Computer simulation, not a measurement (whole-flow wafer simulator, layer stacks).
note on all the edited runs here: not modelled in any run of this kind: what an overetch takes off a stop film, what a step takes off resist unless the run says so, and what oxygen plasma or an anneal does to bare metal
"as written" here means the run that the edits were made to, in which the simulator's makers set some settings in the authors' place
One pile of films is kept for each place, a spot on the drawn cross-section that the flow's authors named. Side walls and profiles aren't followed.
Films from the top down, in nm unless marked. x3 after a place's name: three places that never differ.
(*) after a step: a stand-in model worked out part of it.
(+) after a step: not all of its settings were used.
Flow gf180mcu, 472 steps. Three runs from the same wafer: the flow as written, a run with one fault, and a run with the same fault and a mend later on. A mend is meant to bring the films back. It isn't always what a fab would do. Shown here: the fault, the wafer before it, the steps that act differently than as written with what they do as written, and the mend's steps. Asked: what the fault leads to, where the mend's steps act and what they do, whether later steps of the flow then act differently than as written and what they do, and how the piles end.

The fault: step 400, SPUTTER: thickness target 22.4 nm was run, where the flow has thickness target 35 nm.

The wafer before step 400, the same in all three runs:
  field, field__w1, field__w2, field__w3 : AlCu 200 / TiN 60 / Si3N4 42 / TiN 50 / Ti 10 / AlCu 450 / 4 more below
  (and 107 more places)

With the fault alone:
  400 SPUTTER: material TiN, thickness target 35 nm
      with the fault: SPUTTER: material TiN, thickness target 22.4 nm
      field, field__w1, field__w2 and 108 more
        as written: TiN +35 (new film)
        with the fault: TiN +22.4 (new film)
  Later steps of the flow that act differently than as written (8 more steps differ only slightly, by at most 2% or 0.5 nm, whichever is larger, and aren't shown):
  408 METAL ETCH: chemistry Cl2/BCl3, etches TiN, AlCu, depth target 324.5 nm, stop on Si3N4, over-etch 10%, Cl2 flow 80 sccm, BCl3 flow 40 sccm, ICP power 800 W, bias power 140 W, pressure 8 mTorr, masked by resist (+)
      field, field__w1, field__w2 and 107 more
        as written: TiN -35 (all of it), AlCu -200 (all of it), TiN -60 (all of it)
        with the fault: TiN -22.4 (all of it), AlCu -200 (all of it), TiN -60 (all of it)
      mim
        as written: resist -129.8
        with the fault: resist -124.3
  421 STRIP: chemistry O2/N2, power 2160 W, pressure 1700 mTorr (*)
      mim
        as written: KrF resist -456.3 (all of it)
        with the fault: KrF resist -465.7 (all of it)
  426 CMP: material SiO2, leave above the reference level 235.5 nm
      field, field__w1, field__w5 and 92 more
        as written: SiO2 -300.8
        with the fault: SiO2 -313.4
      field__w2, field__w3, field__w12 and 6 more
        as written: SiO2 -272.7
        with the fault: SiO2 -285.3
  At the end the piles differ from the flow's by more than 2% or 0.5 nm, whichever is larger, at mim.
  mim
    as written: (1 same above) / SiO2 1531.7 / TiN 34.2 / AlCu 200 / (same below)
    with the fault: (1 same above) / SiO2 1531.7 / TiN 21.6 / AlCu 200 / (same below)

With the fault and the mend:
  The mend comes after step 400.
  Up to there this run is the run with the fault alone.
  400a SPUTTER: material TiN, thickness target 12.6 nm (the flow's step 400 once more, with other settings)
      field, field__w1, field__w2 and 108 more
        TiN +12.6
  No later step of the flow acts differently than as written at any place that is followed.
  At the end the piles are the same as the flow's at every place that both follow.
